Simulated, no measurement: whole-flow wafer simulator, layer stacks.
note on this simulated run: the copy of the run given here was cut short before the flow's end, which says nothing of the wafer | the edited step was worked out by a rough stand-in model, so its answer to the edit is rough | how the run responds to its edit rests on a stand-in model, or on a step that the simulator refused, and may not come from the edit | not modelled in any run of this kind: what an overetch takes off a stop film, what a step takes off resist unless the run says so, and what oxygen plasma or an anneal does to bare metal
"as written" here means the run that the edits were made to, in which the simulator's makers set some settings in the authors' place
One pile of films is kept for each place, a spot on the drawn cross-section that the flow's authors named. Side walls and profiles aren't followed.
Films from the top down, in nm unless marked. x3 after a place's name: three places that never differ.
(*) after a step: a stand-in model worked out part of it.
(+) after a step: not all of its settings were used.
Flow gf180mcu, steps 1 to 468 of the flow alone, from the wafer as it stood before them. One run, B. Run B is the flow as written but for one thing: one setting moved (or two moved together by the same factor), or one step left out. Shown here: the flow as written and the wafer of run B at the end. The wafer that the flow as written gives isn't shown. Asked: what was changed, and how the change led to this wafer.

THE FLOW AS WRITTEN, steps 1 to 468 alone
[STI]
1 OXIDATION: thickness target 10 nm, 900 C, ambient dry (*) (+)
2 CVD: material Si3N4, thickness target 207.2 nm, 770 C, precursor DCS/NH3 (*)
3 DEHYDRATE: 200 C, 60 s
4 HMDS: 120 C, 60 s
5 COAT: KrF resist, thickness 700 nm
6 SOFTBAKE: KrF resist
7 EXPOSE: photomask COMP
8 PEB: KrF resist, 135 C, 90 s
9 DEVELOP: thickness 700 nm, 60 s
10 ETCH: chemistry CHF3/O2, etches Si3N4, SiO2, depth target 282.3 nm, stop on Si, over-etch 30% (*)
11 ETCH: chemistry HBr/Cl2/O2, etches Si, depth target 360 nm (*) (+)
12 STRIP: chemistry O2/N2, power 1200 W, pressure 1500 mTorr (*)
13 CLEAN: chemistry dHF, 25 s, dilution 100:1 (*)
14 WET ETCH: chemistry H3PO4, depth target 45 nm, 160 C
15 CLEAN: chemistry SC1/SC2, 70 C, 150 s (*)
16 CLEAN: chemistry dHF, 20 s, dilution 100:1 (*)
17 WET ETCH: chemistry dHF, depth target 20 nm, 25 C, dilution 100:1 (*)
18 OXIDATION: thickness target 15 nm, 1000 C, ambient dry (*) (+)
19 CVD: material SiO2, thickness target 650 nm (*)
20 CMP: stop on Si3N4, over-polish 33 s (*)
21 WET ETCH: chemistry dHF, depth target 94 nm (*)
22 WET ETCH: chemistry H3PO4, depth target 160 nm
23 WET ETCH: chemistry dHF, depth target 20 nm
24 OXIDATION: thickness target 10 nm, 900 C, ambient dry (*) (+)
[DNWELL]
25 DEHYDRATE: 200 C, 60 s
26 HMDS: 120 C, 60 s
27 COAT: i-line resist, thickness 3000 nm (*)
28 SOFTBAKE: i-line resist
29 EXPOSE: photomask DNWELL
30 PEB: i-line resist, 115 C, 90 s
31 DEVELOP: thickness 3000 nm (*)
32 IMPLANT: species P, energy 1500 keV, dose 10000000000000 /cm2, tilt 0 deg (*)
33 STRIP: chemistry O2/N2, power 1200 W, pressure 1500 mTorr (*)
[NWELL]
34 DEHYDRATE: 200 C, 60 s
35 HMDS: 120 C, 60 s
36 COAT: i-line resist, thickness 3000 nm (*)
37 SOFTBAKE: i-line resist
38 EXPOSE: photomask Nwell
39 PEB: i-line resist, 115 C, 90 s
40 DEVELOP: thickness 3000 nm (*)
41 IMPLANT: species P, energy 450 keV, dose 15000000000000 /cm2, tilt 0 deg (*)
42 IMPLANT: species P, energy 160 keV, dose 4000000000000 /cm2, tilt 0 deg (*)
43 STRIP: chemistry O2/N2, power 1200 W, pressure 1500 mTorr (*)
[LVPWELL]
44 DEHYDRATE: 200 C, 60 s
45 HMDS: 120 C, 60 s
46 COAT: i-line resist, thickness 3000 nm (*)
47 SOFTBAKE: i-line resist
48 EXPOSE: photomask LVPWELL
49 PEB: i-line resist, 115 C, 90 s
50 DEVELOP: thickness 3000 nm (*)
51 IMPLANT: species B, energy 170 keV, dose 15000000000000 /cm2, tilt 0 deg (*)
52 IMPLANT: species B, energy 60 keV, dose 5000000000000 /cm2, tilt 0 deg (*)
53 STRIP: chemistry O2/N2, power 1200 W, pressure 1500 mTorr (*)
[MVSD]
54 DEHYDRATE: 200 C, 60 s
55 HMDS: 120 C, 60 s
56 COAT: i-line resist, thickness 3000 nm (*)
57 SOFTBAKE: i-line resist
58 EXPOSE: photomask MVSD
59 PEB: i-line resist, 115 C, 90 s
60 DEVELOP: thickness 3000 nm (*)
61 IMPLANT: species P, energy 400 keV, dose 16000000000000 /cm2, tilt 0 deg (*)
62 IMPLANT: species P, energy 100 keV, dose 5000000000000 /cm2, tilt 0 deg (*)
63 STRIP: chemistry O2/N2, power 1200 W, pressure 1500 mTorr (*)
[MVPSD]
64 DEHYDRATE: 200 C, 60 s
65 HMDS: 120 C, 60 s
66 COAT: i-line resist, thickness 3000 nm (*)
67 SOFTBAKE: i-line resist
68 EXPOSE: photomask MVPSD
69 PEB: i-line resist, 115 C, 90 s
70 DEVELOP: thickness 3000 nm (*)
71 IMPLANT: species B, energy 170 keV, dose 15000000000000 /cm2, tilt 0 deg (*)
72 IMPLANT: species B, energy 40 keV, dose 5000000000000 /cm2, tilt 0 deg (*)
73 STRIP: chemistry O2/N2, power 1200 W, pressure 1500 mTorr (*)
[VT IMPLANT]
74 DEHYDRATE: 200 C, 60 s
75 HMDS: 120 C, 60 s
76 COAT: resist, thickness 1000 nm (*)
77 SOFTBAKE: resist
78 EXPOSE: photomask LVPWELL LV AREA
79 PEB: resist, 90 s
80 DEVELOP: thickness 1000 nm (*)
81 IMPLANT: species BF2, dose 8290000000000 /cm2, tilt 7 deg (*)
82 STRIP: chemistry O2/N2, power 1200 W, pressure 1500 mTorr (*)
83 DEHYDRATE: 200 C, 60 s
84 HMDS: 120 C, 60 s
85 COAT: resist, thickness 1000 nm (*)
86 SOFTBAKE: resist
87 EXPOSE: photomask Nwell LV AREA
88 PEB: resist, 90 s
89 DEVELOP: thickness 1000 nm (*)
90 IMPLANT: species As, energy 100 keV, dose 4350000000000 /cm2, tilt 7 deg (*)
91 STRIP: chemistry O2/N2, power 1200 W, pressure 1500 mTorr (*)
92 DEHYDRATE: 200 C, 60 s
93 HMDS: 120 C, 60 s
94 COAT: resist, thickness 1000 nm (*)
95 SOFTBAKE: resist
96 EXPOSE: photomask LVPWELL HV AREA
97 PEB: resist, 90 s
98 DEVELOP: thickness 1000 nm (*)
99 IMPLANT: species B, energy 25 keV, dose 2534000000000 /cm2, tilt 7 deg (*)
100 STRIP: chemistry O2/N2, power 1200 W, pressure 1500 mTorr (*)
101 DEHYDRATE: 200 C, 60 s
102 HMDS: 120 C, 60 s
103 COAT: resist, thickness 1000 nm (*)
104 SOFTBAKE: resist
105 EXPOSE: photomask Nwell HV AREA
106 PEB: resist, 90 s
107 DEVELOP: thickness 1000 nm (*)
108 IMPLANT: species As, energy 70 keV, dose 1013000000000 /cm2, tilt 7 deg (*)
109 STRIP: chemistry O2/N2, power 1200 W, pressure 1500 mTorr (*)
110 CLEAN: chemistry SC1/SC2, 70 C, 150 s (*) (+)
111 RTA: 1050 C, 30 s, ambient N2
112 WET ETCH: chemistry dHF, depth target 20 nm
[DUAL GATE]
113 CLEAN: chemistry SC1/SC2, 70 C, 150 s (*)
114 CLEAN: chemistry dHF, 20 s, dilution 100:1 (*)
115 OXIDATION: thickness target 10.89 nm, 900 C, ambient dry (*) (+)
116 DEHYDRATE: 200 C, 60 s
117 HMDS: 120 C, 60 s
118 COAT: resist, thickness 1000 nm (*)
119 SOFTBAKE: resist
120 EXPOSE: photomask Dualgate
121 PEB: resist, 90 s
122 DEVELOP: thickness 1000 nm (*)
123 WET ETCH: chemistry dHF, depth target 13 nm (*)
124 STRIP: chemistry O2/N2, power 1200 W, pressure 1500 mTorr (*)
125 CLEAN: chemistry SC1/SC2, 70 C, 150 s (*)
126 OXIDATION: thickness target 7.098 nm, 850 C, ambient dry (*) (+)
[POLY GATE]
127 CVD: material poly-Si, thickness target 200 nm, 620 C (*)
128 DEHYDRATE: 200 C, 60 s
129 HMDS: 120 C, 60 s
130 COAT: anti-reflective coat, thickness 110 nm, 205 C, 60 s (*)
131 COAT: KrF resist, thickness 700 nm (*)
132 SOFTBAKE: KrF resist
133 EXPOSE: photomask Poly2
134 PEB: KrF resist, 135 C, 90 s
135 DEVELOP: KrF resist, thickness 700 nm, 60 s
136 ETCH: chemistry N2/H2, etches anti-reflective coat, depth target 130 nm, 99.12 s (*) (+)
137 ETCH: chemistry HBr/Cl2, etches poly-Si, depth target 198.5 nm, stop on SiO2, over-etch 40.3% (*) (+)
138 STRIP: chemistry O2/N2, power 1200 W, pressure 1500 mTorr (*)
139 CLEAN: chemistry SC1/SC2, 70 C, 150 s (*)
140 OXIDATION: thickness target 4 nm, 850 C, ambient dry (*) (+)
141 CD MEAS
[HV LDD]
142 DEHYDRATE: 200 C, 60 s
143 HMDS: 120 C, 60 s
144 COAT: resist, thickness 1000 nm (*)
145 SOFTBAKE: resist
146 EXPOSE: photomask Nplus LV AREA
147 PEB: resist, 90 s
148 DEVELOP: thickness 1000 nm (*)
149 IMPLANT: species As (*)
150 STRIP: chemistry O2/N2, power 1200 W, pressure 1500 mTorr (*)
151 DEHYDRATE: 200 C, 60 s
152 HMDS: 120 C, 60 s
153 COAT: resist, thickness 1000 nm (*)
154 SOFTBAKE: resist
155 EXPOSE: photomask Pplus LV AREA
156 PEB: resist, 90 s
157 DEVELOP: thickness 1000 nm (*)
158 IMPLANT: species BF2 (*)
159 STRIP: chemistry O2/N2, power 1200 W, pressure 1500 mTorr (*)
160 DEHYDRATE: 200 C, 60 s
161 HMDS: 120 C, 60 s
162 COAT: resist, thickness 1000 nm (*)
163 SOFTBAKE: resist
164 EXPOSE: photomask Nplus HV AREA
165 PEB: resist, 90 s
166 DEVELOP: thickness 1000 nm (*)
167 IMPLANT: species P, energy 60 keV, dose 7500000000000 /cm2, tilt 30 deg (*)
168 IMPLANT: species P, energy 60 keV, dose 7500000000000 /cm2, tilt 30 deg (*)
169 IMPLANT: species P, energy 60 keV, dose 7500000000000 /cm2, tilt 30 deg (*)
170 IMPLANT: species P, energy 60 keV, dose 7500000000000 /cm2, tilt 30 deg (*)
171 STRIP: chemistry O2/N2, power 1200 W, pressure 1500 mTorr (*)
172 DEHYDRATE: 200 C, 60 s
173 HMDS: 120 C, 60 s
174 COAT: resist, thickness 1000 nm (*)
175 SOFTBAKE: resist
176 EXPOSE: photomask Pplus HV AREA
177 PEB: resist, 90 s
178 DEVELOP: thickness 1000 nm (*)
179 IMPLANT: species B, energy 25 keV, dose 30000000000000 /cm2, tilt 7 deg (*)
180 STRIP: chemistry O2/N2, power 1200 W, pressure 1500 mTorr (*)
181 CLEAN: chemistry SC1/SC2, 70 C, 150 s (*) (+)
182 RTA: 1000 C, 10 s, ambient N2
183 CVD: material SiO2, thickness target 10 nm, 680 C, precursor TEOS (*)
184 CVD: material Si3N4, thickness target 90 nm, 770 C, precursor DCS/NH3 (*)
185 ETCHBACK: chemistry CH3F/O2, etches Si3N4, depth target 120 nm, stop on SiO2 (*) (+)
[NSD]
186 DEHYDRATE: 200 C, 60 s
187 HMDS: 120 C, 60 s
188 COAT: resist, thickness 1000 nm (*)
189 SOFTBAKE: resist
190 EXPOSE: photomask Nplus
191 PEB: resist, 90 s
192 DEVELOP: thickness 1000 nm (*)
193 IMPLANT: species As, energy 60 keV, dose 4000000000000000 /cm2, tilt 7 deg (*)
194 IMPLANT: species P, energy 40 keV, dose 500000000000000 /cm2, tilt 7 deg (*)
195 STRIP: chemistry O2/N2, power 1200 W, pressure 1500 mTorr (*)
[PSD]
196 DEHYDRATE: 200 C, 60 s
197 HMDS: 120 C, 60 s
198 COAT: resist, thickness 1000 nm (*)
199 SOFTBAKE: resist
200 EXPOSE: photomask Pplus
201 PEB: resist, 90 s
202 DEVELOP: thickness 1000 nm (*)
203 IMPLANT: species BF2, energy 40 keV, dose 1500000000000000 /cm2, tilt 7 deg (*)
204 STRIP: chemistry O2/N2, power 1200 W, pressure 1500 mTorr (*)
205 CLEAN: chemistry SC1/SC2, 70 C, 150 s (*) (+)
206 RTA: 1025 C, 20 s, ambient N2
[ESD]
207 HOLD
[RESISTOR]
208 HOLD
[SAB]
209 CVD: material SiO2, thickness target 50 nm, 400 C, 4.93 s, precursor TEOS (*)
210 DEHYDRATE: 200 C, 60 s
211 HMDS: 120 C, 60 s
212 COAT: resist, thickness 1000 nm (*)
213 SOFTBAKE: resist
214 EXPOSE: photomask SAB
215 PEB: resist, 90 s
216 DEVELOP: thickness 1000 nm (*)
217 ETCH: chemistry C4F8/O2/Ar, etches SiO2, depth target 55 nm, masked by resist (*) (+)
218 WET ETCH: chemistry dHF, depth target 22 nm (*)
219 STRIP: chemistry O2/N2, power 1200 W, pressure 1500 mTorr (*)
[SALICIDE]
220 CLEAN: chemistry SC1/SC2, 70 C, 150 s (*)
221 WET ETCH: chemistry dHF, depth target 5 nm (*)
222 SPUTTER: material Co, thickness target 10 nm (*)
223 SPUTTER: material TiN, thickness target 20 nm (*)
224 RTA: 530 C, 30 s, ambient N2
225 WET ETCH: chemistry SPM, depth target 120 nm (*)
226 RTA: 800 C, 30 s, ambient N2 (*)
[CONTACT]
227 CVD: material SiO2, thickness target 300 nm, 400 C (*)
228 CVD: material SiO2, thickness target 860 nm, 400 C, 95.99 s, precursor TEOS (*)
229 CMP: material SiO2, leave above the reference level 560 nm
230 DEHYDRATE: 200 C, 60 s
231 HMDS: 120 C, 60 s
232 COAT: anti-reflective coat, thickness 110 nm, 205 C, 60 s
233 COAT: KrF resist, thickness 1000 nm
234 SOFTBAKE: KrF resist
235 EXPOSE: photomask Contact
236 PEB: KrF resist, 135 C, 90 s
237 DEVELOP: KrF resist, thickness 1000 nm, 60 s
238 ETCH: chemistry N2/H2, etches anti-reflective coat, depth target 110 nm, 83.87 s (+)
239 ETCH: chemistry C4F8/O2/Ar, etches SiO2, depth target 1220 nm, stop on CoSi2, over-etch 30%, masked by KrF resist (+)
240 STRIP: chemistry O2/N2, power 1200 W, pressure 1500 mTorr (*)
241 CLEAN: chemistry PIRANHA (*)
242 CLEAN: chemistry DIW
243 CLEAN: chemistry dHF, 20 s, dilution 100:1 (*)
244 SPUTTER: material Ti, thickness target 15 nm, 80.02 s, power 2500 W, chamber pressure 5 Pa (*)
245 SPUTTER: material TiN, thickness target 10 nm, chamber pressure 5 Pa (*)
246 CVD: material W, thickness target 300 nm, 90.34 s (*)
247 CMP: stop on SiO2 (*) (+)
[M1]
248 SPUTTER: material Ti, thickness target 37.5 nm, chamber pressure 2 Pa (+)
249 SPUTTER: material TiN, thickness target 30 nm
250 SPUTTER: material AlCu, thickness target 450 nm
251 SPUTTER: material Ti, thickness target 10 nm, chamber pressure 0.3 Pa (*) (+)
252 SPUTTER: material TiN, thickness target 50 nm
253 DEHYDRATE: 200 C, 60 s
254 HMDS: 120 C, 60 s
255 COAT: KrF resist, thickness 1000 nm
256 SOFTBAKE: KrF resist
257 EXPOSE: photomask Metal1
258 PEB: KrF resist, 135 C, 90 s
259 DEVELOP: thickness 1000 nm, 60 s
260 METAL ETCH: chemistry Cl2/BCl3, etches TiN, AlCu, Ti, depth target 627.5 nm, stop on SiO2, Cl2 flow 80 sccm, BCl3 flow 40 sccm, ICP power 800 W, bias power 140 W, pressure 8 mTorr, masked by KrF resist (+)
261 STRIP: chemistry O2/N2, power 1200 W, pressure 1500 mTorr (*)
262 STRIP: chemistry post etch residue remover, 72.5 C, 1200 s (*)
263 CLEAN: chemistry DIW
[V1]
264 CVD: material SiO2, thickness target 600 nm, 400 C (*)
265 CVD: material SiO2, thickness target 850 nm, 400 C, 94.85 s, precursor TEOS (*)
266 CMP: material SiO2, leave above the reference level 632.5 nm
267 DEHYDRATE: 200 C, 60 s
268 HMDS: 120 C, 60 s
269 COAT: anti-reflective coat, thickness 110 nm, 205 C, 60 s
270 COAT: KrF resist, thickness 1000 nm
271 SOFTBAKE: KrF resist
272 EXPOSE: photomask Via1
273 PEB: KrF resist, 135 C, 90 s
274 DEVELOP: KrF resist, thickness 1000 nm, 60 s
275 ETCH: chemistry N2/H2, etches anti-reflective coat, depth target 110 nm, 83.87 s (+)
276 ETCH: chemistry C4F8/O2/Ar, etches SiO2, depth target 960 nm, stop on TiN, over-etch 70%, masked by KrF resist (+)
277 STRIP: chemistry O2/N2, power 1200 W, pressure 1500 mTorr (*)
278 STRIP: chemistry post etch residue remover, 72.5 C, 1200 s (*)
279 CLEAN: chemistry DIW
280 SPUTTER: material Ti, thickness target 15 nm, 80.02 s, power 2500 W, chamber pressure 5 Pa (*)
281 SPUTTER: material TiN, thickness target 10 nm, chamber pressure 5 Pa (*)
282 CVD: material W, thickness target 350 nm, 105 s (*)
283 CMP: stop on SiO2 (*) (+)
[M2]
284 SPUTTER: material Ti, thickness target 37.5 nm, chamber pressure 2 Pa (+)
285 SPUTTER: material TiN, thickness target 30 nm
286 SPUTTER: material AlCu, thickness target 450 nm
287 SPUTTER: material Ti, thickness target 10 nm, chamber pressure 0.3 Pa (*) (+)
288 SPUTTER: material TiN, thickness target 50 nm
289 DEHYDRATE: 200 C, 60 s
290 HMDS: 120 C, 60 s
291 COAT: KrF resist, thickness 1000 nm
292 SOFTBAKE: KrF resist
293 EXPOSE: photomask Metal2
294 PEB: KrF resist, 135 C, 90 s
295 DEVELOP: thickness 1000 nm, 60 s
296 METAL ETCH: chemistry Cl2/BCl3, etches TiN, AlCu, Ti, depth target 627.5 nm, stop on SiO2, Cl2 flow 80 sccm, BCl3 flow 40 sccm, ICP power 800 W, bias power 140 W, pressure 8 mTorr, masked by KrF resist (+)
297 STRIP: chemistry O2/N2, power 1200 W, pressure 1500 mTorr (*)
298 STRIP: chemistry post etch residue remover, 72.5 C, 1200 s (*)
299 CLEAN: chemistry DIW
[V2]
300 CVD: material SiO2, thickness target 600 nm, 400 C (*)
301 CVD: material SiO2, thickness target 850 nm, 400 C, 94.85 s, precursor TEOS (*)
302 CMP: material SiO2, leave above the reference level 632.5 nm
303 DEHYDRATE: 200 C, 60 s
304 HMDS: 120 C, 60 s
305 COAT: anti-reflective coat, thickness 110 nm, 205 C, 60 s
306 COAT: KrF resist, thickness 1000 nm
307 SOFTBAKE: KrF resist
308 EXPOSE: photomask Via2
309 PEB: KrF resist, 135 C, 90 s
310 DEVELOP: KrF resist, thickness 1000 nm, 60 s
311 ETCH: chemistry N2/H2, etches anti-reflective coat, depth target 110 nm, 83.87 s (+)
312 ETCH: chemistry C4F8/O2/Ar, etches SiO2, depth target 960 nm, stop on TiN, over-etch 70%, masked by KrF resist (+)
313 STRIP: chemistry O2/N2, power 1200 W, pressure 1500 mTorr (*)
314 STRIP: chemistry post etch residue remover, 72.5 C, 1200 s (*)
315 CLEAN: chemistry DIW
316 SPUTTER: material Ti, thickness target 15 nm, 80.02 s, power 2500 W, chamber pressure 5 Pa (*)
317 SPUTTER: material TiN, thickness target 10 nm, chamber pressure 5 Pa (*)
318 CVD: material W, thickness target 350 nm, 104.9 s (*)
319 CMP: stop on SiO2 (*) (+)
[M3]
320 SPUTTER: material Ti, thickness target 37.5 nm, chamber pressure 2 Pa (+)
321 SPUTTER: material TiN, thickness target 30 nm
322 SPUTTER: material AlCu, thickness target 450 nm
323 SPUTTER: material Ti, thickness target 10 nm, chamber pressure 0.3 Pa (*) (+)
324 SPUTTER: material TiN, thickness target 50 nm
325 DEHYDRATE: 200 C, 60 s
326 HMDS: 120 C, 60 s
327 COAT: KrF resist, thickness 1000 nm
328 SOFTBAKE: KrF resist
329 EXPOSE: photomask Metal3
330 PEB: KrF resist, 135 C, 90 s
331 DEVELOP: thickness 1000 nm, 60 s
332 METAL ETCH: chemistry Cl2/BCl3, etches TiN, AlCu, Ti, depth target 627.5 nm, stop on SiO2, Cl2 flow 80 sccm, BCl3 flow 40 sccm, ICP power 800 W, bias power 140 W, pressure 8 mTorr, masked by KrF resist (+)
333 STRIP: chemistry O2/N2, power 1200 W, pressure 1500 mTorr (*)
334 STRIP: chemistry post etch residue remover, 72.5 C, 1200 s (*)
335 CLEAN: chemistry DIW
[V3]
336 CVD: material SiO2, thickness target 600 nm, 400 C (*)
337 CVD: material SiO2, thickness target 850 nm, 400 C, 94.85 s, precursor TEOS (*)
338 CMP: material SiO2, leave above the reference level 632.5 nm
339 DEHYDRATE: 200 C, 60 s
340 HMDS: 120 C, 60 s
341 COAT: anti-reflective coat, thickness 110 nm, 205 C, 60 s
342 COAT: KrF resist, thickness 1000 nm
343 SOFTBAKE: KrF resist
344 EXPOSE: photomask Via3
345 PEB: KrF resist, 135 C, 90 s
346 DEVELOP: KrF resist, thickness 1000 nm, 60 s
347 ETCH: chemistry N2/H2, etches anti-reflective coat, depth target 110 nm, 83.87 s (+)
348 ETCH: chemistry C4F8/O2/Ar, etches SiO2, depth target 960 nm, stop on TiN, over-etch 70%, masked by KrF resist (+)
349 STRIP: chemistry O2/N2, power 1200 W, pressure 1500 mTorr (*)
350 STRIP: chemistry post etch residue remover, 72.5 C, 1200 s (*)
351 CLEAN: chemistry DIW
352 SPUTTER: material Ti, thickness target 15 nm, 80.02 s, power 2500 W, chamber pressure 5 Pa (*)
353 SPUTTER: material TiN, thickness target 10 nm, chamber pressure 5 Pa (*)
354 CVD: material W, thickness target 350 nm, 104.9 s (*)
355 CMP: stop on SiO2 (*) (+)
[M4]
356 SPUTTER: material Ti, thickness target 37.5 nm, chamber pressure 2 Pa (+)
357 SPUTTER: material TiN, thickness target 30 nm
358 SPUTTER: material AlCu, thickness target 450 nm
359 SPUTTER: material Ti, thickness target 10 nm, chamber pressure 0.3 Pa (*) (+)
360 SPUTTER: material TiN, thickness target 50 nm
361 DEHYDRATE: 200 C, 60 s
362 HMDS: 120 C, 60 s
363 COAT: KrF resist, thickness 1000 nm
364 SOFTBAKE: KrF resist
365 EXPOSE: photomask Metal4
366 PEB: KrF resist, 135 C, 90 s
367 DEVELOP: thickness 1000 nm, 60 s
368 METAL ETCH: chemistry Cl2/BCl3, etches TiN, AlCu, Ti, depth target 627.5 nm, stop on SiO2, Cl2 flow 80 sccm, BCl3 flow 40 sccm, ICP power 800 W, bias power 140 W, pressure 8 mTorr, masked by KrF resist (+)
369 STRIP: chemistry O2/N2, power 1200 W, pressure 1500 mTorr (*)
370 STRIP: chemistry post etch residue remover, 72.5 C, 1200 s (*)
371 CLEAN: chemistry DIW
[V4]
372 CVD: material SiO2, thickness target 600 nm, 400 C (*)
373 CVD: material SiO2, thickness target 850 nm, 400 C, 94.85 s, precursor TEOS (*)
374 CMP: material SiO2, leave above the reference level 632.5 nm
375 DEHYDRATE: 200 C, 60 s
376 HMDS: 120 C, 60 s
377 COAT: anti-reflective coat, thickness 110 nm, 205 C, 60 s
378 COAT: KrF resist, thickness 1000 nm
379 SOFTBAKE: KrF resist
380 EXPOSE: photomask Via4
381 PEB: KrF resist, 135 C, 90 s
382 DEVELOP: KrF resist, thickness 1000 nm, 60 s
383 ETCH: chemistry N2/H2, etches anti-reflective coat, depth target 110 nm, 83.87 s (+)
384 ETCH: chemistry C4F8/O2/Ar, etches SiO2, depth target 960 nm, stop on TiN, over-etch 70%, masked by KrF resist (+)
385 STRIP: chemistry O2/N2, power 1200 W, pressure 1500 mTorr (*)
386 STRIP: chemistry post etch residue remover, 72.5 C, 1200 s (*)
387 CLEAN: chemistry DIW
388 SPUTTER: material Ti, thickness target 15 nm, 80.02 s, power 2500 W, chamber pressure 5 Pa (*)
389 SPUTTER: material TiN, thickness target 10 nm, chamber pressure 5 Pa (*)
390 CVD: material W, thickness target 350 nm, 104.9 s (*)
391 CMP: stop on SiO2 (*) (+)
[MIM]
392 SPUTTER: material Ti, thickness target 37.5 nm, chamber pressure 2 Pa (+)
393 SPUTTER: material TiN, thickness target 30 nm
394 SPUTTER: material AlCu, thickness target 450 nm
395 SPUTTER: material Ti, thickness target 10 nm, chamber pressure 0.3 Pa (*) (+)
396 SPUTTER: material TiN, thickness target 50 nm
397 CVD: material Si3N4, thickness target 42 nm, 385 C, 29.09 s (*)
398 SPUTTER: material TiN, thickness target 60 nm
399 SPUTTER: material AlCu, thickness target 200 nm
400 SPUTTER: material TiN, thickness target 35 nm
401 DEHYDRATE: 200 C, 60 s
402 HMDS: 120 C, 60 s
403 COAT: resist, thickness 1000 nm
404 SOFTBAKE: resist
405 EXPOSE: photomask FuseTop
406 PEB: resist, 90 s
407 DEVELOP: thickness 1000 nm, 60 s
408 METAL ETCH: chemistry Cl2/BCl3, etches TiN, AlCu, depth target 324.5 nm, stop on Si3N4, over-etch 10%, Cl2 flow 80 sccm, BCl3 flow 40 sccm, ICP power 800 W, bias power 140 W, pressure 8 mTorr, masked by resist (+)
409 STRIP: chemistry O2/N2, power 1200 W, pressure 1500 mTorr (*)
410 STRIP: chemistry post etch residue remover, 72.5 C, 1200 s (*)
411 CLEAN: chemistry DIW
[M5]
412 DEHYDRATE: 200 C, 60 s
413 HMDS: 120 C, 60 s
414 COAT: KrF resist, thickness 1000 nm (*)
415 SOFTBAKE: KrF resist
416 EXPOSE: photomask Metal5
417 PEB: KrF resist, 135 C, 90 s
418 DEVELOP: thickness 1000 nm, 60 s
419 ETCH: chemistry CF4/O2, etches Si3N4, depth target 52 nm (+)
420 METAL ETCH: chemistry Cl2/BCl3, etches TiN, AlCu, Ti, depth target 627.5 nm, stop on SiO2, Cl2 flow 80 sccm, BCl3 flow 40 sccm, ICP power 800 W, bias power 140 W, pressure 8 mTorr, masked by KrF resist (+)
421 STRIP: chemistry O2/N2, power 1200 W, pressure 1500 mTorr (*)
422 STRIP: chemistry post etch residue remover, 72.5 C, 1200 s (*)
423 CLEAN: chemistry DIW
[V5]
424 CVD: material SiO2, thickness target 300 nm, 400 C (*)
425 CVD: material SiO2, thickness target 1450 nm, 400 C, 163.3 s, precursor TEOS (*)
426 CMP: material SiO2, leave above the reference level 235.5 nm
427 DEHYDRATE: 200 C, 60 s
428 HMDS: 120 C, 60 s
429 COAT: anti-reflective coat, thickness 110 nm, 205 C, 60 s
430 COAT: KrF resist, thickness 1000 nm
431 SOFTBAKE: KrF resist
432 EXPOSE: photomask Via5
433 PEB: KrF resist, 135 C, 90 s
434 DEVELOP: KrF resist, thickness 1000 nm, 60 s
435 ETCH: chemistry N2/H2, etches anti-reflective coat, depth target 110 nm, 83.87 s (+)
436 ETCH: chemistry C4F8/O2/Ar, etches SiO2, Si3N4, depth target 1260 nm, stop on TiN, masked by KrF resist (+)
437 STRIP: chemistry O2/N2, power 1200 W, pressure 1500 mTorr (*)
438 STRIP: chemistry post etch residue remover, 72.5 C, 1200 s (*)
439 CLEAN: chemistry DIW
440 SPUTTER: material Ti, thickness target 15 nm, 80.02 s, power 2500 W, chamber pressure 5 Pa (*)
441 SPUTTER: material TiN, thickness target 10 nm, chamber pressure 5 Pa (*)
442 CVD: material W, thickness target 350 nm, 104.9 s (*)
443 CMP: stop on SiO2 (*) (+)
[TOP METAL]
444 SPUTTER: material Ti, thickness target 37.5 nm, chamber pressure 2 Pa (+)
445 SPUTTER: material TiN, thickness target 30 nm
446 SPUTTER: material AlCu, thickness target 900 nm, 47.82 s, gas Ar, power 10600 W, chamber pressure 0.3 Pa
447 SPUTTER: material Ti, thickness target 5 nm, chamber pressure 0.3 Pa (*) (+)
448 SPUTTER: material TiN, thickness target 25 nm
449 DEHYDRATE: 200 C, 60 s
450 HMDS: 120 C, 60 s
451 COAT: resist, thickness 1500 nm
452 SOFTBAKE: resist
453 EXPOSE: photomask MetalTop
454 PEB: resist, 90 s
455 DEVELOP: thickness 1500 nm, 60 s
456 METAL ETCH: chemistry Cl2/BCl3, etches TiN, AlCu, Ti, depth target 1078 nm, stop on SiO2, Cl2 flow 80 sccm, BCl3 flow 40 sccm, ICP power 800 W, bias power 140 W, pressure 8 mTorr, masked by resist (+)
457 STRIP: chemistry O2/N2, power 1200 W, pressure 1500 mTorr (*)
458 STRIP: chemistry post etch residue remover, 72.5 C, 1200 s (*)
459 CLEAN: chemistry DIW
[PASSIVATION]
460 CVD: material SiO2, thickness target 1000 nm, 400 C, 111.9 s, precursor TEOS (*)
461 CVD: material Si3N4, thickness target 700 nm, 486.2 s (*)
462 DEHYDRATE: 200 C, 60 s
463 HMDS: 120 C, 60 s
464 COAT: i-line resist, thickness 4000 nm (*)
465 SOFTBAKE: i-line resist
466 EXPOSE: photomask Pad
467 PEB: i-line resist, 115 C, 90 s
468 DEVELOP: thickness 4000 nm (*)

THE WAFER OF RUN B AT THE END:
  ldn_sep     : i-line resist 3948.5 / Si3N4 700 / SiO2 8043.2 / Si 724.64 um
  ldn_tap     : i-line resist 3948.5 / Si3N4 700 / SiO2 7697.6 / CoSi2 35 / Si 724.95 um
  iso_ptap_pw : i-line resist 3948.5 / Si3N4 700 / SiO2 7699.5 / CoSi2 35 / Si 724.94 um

The cause: step 460, CVD: 90.96 s was run, where the flow has 111.9 s.

How the change led to this, step by step:
  460 CVD: material SiO2, thickness target 1000 nm, 400 C, 111.9 s, precursor TEOS (*)
      field, field__w1, field__w2 and 103 more: SiO2 +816 (as written it would be: SiO2 +1000)
      field__w8, contact, m1, m1__w1, pad, m1_nw: SiO2 +816 (new film) (as written it would be: SiO2 +1000 (new film))
  465 SOFTBAKE: i-line resist
      field__w5, field__w9: i-line resist +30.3 (as written it would be: i-line resist +37.3)
      field__w11, field__w13: i-line resist +31.3 (as written it would be: i-line resist +37.9)
      (and at 57 more places)
